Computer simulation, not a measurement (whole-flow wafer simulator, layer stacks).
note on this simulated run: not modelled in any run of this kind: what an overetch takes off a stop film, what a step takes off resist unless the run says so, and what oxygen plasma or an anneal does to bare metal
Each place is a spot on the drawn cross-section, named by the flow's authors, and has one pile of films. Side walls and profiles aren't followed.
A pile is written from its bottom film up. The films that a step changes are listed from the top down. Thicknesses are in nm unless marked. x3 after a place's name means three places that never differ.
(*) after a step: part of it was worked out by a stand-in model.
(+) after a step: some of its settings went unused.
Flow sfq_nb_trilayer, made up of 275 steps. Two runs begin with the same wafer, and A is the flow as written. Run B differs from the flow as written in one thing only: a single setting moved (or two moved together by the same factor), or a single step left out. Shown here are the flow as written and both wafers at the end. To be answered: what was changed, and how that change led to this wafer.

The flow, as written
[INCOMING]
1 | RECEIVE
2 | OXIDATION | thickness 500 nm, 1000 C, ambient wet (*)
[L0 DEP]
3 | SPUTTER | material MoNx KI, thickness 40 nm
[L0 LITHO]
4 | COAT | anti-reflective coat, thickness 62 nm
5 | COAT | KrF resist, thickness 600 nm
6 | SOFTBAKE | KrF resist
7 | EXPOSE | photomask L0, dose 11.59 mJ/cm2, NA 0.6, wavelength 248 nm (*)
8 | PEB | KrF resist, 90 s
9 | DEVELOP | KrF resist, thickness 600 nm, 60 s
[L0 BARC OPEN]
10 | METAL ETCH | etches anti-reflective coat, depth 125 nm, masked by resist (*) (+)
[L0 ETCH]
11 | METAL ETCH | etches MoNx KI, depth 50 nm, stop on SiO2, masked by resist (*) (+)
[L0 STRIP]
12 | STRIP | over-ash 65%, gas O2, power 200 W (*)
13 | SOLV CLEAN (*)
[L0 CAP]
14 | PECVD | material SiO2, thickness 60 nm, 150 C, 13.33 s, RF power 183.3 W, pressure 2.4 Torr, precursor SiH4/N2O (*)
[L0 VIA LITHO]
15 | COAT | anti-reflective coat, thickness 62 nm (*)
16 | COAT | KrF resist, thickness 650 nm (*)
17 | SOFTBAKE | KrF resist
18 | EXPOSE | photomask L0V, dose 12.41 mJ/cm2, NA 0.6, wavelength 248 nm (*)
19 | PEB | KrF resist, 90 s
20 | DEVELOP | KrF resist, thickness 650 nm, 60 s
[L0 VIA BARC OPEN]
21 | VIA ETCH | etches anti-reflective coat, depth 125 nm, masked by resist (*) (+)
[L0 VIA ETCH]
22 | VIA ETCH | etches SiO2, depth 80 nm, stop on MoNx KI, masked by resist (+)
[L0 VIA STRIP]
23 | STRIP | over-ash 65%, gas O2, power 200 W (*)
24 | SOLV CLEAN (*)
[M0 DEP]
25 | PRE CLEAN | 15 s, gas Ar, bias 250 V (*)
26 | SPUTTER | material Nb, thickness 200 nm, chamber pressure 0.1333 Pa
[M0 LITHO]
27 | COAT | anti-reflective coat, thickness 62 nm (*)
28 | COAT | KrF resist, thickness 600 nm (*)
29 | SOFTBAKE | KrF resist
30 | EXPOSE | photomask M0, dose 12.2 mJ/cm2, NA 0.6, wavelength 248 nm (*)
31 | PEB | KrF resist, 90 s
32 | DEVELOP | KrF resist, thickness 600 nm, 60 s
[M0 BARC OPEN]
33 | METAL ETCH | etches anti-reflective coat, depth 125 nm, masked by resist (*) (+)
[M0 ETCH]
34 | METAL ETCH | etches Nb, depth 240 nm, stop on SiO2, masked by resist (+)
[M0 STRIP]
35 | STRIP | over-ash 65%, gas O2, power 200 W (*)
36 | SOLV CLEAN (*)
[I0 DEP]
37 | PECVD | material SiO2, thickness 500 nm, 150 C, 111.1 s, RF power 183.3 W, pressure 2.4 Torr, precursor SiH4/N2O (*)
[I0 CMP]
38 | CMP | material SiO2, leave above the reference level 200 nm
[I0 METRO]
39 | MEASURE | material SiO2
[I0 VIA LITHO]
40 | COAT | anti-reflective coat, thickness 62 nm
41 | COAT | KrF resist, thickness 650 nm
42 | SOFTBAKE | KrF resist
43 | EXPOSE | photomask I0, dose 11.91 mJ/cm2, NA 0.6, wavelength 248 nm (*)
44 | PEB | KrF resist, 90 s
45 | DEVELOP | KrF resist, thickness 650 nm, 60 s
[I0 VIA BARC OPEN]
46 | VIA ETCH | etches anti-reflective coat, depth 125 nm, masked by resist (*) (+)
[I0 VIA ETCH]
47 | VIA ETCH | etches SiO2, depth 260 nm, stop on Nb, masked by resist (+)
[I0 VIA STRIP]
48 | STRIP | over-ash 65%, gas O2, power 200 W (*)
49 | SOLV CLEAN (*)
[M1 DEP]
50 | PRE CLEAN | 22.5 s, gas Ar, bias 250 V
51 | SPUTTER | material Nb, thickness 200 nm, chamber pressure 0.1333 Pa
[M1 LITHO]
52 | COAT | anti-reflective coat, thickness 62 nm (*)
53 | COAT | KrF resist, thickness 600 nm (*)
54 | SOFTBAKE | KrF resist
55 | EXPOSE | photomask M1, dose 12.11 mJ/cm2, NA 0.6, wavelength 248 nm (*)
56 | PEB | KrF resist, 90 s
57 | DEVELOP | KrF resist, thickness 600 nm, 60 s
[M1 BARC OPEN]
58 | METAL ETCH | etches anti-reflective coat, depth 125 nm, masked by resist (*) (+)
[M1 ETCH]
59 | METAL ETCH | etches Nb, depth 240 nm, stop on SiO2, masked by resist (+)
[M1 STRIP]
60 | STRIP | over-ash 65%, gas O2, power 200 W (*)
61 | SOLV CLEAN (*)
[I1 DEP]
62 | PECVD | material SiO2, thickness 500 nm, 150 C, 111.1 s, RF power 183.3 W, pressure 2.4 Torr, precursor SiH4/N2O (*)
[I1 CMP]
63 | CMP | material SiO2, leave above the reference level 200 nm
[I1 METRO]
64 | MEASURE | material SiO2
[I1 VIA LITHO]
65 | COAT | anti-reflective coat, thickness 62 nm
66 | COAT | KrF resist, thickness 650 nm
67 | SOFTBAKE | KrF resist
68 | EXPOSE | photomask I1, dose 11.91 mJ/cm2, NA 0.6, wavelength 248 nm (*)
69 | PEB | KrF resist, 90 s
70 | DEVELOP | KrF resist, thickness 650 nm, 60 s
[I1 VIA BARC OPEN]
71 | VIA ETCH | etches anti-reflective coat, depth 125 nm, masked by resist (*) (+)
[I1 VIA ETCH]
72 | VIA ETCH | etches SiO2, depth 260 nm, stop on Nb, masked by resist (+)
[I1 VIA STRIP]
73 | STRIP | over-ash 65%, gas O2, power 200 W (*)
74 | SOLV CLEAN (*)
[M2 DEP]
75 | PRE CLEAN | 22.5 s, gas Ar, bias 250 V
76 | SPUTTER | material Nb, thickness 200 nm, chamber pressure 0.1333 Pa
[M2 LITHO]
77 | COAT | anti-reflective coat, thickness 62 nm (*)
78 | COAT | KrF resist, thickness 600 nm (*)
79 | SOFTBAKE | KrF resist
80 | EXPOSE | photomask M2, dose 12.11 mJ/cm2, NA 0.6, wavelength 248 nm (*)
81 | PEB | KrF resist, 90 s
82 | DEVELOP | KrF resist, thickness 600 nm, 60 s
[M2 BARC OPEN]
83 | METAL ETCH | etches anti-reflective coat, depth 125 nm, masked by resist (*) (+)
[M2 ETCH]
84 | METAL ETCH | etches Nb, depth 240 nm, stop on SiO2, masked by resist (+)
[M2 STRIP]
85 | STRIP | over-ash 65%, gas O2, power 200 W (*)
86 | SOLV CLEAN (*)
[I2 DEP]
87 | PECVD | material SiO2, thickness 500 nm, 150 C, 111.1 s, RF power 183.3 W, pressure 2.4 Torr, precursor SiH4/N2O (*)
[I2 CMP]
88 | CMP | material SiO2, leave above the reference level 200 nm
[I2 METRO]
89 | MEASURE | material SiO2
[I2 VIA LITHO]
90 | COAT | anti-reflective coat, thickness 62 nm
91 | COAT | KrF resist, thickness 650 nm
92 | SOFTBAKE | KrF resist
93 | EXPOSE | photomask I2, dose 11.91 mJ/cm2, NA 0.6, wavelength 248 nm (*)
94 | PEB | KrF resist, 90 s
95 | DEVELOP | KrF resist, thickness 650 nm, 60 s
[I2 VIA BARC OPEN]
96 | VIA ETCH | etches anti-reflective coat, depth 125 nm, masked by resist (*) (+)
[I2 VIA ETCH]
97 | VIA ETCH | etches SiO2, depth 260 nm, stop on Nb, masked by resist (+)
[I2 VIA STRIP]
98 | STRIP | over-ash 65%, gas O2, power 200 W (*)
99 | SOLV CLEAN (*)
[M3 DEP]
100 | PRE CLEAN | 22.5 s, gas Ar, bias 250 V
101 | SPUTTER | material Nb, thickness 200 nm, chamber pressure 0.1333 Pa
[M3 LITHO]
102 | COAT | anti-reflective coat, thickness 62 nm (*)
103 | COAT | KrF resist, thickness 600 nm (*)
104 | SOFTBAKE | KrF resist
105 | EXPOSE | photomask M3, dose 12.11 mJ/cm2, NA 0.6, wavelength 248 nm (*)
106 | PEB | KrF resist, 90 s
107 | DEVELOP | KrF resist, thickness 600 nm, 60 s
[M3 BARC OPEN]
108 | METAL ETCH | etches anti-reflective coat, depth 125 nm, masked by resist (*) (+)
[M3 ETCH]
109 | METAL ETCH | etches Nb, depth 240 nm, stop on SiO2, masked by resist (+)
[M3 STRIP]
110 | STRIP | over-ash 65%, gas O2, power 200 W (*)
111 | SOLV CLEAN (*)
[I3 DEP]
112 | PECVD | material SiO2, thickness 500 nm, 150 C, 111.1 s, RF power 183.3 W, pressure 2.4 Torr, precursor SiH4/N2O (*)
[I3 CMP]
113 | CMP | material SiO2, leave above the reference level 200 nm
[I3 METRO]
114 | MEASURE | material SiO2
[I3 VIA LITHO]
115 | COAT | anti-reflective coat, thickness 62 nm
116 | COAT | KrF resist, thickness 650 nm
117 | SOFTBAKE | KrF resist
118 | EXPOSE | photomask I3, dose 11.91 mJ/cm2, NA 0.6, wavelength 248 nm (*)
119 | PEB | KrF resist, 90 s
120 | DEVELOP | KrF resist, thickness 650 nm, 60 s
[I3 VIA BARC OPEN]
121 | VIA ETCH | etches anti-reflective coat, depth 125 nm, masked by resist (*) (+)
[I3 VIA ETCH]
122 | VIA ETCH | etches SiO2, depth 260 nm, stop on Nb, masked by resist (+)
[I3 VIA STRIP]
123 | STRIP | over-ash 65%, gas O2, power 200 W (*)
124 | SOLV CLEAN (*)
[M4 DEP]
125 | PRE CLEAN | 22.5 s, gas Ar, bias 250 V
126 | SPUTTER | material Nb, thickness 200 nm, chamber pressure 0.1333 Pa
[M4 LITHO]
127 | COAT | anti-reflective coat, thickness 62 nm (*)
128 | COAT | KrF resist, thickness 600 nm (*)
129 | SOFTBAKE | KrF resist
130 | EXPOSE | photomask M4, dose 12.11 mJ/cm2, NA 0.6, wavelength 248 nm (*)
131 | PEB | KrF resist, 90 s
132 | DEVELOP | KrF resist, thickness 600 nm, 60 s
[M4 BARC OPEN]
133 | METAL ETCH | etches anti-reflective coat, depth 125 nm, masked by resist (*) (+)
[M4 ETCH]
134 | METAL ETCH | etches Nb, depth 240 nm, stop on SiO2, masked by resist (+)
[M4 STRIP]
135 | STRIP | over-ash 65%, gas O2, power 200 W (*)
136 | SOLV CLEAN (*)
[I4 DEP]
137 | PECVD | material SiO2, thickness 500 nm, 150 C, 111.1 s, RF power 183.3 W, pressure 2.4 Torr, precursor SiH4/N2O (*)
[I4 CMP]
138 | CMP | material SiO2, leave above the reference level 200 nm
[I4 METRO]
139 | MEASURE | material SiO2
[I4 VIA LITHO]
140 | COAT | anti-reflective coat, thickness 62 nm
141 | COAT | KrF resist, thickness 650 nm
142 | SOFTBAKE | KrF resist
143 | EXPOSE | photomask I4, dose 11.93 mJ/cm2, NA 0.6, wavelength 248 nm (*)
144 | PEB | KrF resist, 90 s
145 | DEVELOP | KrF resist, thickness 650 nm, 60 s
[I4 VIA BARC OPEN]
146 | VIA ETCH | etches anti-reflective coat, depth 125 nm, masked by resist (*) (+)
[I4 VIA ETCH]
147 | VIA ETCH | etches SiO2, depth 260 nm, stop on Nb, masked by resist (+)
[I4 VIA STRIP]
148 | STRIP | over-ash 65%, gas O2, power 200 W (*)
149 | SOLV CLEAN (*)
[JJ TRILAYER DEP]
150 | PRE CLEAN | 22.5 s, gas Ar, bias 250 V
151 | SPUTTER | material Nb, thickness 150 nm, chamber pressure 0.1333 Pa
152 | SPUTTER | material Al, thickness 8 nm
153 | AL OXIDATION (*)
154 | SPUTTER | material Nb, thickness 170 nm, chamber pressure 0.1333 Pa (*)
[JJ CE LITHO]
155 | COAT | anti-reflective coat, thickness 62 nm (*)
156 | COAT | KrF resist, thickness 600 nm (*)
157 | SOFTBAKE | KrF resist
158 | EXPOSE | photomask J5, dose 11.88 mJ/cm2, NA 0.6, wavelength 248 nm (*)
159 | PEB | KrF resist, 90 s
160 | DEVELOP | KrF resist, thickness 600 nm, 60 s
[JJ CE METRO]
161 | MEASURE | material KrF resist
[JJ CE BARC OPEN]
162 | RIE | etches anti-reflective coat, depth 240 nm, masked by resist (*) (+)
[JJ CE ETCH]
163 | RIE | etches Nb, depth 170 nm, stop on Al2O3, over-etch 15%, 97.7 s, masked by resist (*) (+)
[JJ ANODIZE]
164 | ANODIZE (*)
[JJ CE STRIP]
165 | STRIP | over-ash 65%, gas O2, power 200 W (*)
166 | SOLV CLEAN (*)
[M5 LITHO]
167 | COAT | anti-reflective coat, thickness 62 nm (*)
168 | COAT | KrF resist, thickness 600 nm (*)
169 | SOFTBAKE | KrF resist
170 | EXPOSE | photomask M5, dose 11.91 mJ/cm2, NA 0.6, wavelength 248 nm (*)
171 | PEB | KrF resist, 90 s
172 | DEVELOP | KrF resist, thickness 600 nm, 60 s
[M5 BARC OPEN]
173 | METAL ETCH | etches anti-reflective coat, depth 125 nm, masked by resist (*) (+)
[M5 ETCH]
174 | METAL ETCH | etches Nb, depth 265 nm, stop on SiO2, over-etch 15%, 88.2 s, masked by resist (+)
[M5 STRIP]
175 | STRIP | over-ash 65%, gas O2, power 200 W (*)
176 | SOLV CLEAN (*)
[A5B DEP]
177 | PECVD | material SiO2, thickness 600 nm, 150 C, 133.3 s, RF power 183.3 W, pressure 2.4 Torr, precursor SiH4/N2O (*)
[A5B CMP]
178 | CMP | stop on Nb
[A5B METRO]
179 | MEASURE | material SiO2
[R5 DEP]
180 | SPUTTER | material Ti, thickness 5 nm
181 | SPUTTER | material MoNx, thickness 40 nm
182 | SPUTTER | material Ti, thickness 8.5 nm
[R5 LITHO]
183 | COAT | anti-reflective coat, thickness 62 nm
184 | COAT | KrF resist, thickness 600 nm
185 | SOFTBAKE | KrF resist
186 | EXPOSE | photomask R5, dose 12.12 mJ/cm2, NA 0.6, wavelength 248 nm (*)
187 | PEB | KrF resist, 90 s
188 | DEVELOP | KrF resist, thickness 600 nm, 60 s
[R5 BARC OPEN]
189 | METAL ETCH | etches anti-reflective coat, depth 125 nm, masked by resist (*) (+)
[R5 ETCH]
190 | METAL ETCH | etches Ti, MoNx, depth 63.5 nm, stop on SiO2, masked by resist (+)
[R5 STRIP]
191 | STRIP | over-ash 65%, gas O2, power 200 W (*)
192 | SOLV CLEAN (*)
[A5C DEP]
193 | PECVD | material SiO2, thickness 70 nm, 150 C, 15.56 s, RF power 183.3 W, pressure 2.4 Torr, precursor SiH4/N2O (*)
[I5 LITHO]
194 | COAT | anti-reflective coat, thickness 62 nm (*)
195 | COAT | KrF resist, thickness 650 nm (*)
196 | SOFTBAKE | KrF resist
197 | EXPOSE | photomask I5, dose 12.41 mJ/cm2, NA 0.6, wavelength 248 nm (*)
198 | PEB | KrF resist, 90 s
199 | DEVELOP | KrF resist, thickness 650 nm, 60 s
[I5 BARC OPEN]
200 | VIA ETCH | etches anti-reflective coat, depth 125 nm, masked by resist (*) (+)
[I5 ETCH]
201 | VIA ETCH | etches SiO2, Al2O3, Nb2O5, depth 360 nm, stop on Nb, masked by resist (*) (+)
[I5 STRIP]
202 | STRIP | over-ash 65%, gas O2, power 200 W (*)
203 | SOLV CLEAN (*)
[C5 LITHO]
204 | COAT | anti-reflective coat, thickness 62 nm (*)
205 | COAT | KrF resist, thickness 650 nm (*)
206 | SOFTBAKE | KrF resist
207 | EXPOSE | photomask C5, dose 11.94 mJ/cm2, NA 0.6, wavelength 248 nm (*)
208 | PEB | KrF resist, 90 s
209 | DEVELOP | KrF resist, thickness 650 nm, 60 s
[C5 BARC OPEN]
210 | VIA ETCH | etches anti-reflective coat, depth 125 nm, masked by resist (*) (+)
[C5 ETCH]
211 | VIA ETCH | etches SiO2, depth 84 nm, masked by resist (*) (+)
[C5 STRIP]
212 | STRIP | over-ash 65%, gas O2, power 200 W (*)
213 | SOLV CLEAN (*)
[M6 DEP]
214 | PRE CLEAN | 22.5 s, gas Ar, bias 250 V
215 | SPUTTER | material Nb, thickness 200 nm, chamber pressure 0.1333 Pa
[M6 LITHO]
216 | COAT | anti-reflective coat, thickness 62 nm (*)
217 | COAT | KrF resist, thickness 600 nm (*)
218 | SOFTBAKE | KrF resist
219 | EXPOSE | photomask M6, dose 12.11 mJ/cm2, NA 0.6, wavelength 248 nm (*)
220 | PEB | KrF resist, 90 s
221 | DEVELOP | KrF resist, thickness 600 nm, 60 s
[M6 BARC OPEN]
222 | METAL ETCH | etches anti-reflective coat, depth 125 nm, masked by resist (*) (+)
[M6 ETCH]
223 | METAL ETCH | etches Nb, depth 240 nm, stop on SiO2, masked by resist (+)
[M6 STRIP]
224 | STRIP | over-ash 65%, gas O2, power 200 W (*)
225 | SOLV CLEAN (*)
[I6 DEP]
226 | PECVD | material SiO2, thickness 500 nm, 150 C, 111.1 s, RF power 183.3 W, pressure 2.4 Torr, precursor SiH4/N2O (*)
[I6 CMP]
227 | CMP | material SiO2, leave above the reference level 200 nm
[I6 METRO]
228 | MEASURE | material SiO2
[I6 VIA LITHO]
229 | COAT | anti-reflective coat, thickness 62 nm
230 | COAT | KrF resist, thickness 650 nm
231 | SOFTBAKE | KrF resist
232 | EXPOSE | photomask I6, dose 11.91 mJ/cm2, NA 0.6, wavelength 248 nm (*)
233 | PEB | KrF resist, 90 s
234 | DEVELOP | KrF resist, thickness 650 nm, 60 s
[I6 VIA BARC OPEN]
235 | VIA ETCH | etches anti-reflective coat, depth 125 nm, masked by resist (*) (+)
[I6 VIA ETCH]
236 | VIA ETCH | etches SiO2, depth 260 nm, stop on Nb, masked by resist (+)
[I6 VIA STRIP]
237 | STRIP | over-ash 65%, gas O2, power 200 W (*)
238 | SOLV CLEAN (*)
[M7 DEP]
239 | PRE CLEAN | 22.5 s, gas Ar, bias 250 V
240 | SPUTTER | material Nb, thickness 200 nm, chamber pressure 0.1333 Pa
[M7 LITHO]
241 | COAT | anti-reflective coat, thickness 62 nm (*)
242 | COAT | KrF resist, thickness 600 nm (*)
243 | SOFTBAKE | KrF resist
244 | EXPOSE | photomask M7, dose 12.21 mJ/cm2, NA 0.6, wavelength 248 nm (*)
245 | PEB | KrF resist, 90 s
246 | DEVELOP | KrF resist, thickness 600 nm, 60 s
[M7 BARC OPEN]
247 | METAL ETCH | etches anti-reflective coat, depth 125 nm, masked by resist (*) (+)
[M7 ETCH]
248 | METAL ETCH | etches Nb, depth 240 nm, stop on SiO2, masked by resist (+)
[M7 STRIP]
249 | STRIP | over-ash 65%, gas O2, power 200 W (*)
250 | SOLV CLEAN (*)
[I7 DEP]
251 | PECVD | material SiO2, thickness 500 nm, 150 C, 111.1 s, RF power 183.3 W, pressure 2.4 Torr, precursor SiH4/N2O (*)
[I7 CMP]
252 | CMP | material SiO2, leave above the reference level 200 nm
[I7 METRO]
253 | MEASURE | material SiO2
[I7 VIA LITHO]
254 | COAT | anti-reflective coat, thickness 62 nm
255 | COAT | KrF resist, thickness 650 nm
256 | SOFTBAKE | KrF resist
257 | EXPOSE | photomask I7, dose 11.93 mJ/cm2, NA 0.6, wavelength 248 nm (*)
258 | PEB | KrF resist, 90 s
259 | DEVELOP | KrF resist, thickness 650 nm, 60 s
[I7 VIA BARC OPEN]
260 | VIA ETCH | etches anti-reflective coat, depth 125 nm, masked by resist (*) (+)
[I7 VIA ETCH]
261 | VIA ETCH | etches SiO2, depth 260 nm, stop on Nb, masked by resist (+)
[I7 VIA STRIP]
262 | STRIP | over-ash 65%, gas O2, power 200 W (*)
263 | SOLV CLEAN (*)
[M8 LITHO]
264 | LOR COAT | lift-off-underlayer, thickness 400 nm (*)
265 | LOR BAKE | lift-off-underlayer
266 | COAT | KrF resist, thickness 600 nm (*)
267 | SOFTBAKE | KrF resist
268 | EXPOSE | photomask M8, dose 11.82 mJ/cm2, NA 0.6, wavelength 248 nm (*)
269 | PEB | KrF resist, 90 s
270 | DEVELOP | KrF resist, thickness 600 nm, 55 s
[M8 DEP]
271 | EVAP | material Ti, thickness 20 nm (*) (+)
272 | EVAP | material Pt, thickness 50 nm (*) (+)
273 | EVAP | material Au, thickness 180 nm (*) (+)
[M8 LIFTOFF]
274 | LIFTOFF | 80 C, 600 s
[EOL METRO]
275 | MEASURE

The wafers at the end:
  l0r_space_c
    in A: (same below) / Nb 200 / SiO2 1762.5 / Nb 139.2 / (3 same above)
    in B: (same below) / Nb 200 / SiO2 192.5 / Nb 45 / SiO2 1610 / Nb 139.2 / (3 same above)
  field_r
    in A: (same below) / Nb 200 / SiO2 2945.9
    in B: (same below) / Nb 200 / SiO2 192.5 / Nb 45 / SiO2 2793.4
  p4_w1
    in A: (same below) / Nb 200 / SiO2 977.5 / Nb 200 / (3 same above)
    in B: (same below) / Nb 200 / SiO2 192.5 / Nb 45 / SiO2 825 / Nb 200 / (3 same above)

Cause: step 51, SPUTTER: thickness 285 nm was run, though the flow has thickness 200 nm.

Step by step, how the change led to this:
  51 | SPUTTER | material Nb, thickness 200 nm, chamber pressure 0.1333 Pa
      field_l, v_sur, via_wl and 102 more: A Nb gains 200 (new film) | B Nb gains 285 (new film)
      via_w: A Nb gains 174.5 | B Nb gains 249.9
  52 | COAT | anti-reflective coat, thickness 62 nm (*)
      via_wl: A anti-reflective coat gains 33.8 (new film) | B anti-reflective coat gains 33.1 (new film)
      via_wr: A anti-reflective coat gains 34.9 (new film) | B anti-reflective coat gains 33.1 (new film)
  59 | METAL ETCH | etches Nb, depth 240 nm, stop on SiO2, masked by resist (+)
      field_l, be, be_sur and 79 more: A Nb loses 200 (all of it) | B Nb loses 240
  60 | STRIP | over-ash 65%, gas O2, power 200 W (*)
      via_wl: A KrF resist loses 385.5 (all of it), anti-reflective coat loses 33.8 (all of it) | B KrF resist loses 384.9 (all of it), anti-reflective coat loses 33.1 (all of it)
      via_wr: A KrF resist loses 384.4 (all of it), anti-reflective coat loses 34.9 (all of it) | B KrF resist loses 384.9 (all of it), anti-reflective coat loses 33.1 (all of it)
  62 | PECVD | material SiO2, thickness 500 nm, 150 C, 111.1 s, RF power 183.3 W, pressure 2.4 Torr, precursor SiH4/N2O (*)
      field_l, be, be_sur and 72 more: A SiO2 gains 500 | B SiO2 gains 500 (new film)
      lsp_m, ln_m6, lsp_r, l0_sur, l0v: A SiO2 gains 494.9 | B SiO2 gains 493.9 (new film)
      (and at 3 other places as well)
  63 | CMP | material SiO2, leave above the reference level 200 nm
      field_l, be, be_sur and 72 more: A SiO2 loses 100 | B SiO2 loses 60
      lsp_m, ln_m6, lsp_r, l0_sur, l0v: A SiO2 loses 94.9 | B SiO2 loses 53.9
      (and at 1 other place as well)
With metal films that touch counted as one body, l0r_space_c has 3 bodies (between them, from the top down: SiO2 1610; SiO2 192.5); the flow as written gives 2 bodies (between them, from the top down: SiO2 1762.5).
With metal films that touch counted as one body, field_r has 2 bodies (between them, from the top down: SiO2 192.5); the flow as written gives 1 body.
With metal films that touch counted as one body, p4_w1 has 4 bodies (between them, from the top down: SiO2 192.5; SiO2 825; SiO2 192.5); the flow as written gives 3 bodies (between them, from the top down: SiO2 192.5; SiO2 977.5).
